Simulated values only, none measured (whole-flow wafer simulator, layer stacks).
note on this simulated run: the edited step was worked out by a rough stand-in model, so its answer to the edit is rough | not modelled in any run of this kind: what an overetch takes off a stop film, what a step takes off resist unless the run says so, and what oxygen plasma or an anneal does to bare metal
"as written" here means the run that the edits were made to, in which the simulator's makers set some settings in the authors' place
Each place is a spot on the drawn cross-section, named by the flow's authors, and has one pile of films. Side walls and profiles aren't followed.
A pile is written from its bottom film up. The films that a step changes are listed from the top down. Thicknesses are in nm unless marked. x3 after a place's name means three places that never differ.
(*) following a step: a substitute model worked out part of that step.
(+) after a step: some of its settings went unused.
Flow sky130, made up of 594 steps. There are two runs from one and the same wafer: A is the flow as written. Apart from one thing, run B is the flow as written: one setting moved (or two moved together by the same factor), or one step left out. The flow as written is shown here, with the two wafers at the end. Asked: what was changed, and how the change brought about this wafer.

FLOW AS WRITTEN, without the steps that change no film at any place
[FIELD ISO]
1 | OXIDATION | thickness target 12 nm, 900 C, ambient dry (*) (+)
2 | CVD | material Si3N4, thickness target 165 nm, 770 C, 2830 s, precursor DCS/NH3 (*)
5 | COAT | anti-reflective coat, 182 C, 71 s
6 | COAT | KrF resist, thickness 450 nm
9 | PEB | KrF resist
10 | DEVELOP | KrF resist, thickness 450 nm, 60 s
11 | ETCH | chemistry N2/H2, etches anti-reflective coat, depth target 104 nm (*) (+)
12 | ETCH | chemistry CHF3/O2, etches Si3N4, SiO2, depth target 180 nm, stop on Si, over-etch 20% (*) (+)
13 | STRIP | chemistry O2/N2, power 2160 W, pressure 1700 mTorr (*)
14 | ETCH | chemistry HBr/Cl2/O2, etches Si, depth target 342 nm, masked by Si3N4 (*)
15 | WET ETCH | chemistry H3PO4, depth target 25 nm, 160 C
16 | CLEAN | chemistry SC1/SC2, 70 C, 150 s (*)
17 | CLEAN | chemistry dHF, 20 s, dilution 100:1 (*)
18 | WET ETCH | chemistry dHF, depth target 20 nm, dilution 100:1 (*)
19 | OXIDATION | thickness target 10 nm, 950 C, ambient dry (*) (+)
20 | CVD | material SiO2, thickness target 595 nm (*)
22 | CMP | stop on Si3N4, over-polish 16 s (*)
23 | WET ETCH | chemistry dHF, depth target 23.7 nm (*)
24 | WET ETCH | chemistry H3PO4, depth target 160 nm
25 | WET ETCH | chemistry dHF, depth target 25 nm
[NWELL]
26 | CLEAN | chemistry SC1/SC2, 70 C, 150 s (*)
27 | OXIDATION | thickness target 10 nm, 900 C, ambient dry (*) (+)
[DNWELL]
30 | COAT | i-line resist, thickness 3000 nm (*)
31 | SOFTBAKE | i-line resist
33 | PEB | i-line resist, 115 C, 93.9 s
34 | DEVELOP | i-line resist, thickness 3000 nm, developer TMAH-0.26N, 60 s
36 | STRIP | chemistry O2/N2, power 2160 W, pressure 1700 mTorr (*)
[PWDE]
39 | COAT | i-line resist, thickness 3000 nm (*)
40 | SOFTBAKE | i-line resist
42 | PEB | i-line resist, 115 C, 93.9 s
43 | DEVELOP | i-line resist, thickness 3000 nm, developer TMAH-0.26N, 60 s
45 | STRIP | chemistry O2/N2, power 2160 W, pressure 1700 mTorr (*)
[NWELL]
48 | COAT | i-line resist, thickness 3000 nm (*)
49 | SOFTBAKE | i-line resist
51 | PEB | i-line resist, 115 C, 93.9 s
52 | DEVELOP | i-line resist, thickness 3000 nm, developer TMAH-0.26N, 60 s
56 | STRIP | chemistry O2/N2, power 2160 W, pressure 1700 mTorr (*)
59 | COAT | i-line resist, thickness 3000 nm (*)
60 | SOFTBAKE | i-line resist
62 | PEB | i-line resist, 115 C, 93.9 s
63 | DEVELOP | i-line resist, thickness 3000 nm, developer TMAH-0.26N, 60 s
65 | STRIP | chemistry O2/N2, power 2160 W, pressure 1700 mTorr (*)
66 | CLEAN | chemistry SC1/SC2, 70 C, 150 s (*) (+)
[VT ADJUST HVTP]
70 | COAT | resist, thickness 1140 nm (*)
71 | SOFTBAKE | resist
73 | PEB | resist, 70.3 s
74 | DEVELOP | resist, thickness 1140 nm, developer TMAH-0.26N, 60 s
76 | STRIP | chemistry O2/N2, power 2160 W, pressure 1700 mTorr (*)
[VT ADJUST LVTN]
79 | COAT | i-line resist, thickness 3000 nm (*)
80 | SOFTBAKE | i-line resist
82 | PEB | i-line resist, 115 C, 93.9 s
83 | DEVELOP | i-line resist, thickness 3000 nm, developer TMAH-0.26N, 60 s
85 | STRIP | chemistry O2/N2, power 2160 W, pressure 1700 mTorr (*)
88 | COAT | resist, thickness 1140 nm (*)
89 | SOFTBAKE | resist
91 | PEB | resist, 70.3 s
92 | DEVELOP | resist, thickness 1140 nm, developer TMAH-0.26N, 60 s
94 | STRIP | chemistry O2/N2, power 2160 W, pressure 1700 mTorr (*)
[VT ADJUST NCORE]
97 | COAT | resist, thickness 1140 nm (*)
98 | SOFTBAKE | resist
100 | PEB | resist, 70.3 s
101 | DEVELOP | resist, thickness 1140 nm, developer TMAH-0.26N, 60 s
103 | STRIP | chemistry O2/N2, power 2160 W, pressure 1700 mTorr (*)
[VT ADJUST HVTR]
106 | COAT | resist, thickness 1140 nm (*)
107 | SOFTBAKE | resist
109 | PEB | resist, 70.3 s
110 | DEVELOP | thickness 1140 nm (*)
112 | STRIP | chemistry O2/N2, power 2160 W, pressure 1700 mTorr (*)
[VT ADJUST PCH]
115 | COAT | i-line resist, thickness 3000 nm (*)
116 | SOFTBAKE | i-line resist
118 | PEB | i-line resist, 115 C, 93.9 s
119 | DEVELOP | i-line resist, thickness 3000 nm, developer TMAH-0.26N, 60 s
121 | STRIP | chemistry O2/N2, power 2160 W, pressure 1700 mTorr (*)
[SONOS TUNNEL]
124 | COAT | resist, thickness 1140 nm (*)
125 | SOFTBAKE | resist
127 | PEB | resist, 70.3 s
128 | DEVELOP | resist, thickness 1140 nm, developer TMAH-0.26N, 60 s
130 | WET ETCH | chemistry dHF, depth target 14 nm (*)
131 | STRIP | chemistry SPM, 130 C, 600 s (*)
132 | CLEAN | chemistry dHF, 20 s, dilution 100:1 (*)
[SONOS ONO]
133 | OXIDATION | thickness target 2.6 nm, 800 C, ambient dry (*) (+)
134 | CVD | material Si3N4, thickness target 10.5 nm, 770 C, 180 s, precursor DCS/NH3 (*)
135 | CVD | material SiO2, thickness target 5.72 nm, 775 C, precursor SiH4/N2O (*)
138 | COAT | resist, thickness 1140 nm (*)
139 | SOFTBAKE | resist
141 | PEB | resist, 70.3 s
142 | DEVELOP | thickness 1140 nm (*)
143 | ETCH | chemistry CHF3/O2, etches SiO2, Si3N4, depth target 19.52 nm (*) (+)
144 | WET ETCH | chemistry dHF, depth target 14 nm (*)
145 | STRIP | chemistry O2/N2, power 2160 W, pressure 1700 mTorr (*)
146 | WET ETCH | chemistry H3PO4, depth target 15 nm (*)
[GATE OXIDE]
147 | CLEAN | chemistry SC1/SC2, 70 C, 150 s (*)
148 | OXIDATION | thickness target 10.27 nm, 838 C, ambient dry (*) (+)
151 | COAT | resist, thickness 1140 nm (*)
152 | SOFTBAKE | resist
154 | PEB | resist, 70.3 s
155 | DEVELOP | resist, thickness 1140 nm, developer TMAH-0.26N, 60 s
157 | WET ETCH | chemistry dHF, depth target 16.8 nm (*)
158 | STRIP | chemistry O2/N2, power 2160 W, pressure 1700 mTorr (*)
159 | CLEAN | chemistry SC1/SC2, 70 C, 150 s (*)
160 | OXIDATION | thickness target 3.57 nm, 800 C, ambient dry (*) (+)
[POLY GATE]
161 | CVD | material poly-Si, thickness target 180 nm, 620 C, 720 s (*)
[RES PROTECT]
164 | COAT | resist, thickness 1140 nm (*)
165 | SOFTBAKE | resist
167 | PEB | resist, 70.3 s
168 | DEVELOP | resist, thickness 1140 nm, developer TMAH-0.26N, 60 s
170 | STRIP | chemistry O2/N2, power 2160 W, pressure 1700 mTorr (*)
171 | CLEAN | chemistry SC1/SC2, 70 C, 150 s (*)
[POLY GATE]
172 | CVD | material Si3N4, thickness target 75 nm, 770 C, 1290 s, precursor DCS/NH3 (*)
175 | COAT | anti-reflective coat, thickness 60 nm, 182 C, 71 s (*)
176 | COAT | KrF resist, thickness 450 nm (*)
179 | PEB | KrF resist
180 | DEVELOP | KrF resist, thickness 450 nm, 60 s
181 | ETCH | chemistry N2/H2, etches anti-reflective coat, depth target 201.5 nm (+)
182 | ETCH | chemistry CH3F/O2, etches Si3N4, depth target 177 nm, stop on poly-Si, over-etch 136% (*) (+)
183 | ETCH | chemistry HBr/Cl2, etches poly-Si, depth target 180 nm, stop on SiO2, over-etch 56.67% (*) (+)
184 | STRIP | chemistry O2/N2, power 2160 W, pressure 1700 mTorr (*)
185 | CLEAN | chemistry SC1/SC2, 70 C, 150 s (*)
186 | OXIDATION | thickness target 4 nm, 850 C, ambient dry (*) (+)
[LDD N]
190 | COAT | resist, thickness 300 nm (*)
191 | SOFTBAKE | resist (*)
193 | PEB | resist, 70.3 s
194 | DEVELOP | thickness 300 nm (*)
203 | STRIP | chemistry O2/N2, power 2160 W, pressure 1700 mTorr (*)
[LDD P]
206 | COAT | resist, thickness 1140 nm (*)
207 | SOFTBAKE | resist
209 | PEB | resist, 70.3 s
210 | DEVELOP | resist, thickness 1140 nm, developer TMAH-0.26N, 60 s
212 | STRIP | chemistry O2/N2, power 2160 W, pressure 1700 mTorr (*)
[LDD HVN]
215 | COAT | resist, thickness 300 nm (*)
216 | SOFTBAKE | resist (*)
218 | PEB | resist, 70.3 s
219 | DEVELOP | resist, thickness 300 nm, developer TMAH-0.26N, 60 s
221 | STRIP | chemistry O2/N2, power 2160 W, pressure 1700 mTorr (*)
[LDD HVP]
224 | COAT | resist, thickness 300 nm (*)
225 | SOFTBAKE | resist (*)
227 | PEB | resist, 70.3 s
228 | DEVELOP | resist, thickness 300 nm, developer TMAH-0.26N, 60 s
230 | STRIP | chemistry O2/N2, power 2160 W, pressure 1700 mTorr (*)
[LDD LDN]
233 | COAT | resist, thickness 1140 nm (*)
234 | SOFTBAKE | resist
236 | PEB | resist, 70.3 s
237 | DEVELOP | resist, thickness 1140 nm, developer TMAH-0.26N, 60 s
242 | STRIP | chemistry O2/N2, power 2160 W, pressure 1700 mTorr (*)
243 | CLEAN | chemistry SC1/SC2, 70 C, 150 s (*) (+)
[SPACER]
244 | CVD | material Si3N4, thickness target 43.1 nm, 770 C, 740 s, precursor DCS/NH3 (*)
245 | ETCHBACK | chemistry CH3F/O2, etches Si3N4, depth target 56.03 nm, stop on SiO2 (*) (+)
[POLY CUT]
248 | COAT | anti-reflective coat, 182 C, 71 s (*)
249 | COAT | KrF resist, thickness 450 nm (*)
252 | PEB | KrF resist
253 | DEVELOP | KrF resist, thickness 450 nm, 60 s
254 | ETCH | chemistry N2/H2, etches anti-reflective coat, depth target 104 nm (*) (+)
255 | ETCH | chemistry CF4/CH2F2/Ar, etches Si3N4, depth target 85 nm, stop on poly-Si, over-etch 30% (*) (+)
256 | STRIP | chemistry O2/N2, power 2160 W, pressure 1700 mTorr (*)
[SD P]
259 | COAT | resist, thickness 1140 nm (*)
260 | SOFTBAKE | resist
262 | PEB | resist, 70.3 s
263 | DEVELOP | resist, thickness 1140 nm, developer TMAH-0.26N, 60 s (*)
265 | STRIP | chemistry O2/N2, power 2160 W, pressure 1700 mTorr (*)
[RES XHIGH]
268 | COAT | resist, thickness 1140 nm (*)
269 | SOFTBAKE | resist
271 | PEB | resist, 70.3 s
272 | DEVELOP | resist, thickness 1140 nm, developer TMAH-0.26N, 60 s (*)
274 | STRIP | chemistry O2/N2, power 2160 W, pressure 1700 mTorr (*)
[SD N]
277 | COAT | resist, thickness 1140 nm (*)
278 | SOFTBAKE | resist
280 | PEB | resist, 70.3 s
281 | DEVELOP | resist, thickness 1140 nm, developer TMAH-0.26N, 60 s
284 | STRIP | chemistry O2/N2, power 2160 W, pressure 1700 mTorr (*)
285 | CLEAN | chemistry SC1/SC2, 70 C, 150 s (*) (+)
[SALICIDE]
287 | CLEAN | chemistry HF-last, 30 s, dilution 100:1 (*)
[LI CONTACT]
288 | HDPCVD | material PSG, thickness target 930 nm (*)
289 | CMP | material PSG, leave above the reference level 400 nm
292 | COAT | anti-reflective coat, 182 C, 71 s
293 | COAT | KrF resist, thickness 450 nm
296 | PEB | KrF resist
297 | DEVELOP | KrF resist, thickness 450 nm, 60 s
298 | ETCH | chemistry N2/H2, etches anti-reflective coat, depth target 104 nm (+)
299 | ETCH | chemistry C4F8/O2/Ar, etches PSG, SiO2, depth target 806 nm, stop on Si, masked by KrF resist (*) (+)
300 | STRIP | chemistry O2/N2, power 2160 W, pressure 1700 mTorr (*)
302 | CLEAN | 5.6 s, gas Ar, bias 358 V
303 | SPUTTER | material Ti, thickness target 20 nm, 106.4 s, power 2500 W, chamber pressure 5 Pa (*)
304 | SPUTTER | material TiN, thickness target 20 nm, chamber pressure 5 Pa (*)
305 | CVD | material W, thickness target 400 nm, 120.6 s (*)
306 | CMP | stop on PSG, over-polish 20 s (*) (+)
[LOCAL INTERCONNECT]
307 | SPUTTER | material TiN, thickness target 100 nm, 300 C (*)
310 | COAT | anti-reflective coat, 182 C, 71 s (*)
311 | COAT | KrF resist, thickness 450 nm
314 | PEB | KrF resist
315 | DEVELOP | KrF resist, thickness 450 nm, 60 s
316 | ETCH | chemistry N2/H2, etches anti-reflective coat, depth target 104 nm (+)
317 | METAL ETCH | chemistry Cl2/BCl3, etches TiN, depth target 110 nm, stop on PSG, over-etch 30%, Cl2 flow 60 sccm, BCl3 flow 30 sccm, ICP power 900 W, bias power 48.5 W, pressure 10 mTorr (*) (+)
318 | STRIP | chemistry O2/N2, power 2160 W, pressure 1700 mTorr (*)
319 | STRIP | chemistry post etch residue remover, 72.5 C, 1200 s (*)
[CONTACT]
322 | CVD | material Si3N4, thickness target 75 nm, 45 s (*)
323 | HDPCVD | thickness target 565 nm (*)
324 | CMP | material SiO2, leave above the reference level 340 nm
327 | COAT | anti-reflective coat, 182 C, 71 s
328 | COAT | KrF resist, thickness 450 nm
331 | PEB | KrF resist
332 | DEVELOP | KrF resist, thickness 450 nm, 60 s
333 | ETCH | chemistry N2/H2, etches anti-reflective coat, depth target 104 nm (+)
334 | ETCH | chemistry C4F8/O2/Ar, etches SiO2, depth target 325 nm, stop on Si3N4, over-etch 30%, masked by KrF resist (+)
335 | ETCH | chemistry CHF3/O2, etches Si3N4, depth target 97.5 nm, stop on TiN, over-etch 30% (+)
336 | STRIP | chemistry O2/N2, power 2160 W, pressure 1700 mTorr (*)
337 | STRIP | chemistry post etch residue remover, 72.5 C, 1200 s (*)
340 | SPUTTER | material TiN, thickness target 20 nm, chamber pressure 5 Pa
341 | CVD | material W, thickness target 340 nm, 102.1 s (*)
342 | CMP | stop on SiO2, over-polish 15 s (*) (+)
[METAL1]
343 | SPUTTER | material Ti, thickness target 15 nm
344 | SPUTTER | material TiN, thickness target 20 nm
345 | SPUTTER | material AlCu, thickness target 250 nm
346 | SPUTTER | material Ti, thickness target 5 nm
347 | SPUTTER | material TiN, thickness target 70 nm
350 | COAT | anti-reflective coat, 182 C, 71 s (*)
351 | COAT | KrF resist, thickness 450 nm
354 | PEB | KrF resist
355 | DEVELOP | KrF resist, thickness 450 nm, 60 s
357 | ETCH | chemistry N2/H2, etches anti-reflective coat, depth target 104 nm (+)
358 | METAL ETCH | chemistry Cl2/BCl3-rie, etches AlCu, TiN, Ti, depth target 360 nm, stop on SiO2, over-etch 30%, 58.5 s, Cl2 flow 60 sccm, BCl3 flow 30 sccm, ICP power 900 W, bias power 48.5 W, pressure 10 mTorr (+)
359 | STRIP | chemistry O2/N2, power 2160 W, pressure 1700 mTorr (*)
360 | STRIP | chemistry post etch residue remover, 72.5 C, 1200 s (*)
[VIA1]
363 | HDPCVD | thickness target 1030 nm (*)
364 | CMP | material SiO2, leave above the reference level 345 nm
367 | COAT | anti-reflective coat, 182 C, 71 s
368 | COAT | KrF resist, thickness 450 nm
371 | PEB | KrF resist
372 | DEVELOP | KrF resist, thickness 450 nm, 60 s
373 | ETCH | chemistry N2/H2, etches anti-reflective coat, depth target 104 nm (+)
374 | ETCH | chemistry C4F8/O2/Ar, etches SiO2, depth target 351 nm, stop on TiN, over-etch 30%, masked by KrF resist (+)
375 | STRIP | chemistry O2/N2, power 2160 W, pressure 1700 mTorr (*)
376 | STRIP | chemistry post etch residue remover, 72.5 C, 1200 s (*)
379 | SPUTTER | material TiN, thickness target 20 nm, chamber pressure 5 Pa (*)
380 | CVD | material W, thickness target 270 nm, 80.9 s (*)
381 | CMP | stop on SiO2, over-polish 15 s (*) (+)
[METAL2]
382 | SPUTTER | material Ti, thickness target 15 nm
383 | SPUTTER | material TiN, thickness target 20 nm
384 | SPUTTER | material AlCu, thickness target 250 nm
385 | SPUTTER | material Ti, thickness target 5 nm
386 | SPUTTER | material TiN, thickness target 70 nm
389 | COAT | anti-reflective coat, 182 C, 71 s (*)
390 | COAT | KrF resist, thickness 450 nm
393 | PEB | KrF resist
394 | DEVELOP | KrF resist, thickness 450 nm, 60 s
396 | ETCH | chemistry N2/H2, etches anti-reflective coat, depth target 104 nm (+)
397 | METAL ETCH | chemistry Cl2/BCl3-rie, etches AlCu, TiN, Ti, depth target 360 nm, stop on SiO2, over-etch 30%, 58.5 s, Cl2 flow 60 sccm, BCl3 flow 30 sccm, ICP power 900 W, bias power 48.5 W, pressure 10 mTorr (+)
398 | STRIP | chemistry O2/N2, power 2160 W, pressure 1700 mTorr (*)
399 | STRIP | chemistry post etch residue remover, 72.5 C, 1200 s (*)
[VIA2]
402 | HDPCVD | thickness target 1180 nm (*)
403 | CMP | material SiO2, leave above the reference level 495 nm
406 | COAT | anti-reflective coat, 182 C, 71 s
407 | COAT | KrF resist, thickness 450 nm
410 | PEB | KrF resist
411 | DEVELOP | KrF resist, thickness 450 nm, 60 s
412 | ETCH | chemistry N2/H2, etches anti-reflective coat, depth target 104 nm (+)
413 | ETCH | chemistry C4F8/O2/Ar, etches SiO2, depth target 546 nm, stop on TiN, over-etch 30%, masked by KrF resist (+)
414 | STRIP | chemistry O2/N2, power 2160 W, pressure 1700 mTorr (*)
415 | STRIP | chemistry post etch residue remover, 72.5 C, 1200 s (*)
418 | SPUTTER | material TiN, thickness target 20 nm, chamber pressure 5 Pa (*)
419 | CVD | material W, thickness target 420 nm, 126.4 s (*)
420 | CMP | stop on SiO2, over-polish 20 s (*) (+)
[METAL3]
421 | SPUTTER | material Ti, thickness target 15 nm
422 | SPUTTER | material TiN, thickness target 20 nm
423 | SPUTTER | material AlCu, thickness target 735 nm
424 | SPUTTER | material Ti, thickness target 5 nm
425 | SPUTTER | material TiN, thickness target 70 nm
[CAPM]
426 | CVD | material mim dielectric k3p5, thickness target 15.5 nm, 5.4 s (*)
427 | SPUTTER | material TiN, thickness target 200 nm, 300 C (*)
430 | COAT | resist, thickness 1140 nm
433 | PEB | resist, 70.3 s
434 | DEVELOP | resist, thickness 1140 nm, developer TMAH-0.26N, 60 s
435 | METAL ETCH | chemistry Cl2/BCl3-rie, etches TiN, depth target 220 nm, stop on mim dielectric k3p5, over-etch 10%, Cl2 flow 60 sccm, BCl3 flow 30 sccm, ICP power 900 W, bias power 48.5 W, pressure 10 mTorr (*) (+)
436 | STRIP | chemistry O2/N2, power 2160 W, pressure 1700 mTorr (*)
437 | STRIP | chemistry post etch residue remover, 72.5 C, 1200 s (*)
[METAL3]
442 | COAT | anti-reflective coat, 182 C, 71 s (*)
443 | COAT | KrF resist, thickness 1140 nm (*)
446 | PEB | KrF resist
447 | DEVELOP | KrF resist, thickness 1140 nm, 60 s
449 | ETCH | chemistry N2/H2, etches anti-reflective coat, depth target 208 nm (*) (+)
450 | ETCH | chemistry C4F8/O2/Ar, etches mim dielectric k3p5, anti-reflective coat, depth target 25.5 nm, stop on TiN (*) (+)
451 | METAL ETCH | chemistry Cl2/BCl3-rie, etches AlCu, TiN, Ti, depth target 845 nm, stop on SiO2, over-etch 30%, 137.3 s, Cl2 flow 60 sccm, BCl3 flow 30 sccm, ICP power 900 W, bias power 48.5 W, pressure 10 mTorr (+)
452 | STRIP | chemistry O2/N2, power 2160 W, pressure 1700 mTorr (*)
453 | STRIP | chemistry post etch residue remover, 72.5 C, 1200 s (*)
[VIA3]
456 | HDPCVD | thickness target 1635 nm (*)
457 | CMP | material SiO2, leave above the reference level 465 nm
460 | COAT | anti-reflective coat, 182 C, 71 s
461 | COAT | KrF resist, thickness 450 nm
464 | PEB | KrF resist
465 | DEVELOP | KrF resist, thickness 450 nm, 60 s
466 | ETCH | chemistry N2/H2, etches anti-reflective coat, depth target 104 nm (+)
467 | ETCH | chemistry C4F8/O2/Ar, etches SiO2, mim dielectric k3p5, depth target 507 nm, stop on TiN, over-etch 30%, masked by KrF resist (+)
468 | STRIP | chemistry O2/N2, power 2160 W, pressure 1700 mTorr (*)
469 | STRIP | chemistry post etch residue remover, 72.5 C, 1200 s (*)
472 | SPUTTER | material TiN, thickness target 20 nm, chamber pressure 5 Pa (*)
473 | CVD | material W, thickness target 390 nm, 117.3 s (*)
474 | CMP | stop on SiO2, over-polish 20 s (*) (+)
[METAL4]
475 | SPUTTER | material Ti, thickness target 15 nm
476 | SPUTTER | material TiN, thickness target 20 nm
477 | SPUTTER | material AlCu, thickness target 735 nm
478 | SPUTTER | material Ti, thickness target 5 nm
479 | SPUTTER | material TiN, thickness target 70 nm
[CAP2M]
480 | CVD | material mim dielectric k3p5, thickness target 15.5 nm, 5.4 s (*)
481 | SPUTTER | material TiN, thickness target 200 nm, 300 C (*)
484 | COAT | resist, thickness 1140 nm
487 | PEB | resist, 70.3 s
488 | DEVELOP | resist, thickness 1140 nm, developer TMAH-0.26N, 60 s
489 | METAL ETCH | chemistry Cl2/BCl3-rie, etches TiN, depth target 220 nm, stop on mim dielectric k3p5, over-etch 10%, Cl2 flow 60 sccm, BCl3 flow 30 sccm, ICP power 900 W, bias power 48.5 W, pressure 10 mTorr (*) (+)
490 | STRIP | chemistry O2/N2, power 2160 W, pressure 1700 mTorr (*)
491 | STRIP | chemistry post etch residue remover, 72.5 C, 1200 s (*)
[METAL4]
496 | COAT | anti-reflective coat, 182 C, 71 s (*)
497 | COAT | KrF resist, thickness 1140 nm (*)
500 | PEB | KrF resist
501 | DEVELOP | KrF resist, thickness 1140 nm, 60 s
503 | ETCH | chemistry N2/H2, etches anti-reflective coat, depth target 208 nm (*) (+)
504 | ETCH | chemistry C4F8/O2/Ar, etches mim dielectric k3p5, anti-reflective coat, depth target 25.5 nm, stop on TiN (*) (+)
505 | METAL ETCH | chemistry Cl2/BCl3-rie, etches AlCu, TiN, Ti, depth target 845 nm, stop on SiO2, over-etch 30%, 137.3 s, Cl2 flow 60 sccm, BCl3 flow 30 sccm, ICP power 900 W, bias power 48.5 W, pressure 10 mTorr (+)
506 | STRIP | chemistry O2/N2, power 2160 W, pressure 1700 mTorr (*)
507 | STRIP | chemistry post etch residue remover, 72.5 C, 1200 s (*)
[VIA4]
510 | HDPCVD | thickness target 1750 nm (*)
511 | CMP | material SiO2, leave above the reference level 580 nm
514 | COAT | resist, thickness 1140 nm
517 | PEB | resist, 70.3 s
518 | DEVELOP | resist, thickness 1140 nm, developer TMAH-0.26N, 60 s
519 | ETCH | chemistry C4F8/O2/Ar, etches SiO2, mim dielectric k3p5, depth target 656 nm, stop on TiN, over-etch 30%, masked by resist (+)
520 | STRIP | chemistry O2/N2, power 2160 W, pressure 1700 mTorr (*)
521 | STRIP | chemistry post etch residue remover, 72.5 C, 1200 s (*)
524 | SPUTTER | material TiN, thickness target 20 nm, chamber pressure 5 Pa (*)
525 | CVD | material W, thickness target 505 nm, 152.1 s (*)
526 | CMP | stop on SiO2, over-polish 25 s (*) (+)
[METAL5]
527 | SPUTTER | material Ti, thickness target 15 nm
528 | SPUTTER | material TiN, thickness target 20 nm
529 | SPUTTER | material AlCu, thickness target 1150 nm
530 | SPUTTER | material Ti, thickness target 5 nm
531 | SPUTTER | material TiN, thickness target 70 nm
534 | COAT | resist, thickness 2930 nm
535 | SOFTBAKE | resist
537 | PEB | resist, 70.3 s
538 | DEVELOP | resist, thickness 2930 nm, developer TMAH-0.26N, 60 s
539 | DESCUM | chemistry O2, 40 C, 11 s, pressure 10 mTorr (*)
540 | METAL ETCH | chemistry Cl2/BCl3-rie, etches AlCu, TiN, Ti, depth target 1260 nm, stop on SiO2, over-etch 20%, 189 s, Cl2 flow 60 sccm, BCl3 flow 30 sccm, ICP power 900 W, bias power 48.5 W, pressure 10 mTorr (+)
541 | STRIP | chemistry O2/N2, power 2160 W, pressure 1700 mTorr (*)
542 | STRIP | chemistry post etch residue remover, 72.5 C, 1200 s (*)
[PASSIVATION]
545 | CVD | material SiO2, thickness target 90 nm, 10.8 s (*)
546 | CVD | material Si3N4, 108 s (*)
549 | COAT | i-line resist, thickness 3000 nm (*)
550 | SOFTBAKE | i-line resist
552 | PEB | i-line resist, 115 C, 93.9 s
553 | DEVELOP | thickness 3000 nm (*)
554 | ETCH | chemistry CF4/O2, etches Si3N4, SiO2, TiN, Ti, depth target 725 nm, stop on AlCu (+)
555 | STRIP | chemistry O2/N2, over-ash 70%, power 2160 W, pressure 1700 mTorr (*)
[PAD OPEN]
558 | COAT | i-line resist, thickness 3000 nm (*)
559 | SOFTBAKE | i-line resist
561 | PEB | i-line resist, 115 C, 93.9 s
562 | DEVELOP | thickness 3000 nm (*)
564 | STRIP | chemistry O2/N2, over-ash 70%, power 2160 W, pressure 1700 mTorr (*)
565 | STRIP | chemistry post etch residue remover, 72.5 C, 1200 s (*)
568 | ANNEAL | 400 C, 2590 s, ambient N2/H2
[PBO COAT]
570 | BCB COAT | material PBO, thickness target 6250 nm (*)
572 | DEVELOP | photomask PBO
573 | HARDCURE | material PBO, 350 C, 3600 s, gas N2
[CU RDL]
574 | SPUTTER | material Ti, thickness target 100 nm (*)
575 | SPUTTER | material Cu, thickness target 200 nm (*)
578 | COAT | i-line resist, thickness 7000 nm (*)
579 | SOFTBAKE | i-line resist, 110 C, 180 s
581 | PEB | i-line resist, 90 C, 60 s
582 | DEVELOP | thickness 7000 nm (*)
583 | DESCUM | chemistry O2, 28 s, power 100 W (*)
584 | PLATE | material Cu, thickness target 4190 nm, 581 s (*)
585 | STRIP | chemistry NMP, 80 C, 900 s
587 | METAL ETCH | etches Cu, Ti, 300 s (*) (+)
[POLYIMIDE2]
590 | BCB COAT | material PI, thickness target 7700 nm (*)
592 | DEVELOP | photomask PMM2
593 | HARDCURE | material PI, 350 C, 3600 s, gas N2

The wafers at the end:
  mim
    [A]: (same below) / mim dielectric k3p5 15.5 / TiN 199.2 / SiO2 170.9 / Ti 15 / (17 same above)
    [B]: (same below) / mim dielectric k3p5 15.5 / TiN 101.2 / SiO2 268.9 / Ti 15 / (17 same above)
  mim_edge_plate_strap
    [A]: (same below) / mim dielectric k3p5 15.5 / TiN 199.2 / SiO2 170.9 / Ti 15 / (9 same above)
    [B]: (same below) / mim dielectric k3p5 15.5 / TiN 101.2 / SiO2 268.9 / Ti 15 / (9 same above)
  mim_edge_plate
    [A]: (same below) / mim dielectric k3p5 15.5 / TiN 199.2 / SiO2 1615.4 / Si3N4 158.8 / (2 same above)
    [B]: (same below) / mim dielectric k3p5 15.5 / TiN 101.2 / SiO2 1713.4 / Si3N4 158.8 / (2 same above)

Cause: step 427, SPUTTER: thickness target 102 nm was run, whereas the flow has thickness target 200 nm.

The path from the change to this, step by step:
  427 | SPUTTER | material TiN, thickness target 200 nm, 300 C (*)
      field, active, n_well and 188 more: A TiN gains 200 (new film) | B TiN gains 102 (new film)
  435 | METAL ETCH | chemistry Cl2/BCl3-rie, etches TiN, depth target 220 nm, stop on mim dielectric k3p5, over-etch 10%, Cl2 flow 60 sccm, BCl3 flow 30 sccm, ICP power 900 W, bias power 48.5 W, pressure 10 mTorr (*) (+)
      field, active, n_well and 185 more: A TiN loses 200 (all of it) | B TiN loses 102 (all of it)
      mim, mim_edge_plate_strap, mim_edge_plate: A resist loses 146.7 | B resist loses 74.8
  436 | STRIP | chemistry O2/N2, power 2160 W, pressure 1700 mTorr (*)
      mim, mim_edge_plate_strap, mim_edge_plate: A resist loses 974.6 (all of it) | B resist loses 1046.5 (all of it)
  442 | COAT | anti-reflective coat, 182 C, 71 s (*)
      poly_licon, rpo_hd_licon: A anti-reflective coat gains 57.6 (new film) | B anti-reflective coat gains 81 (new film)
      mim: A anti-reflective coat gains 40.4 (new film) | B anti-reflective coat gains 31.7 (new film)
      (as well as at 8 more places)
  443 | COAT | KrF resist, thickness 1140 nm (*)
      mim_edge_plate_strap, mim_edge_plate: A KrF resist gains 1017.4 (new film) | B KrF resist gains 1115.4 (new film)
      poly_licon, rpo_hd_licon: A KrF resist gains 1171.3 (new film) | B KrF resist gains 1145 (new film)
      (as well as at 3 more places)
  447 | DEVELOP | KrF resist, thickness 1140 nm, 60 s
      poly_licon, rpo_hd_licon: A KrF resist loses 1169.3 (all of it) | B KrF resist loses 1143.1 (all of it)
      rxpo_ln: A KrF resist loses 1165.6 (all of it) | B KrF resist loses 1137.9 (all of it)
  449 | ETCH | chemistry N2/H2, etches anti-reflective coat, depth target 208 nm (*) (+)
      poly_licon, rpo_hd_licon: A anti-reflective coat loses 57.6 (all of it) | B anti-reflective coat loses 81 (all of it)
      rpo_hd: A anti-reflective coat loses 62 (all of it) | B anti-reflective coat loses 77.6 (all of it)
      (as well as at 2 more places)
  452 | STRIP | chemistry O2/N2, power 2160 W, pressure 1700 mTorr (*)
      mim_edge_plate_strap, mim_edge_plate: A KrF resist loses 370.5 (all of it), anti-reflective coat loses 3 (all of it) | B KrF resist loses 468.3 (all of it), anti-reflective coat loses 3 (all of it)
      mim: A KrF resist loses 378.7 (all of it), anti-reflective coat loses 40.4 (all of it) | B KrF resist loses 457 (all of it), anti-reflective coat loses 31.7 (all of it)
      (as well as at 5 more places)
  457 | CMP | material SiO2, leave above the reference level 465 nm
      mim, mim_edge_plate_strap, mim_edge_plate: A SiO2 loses 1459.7 | B SiO2 loses 1361.7
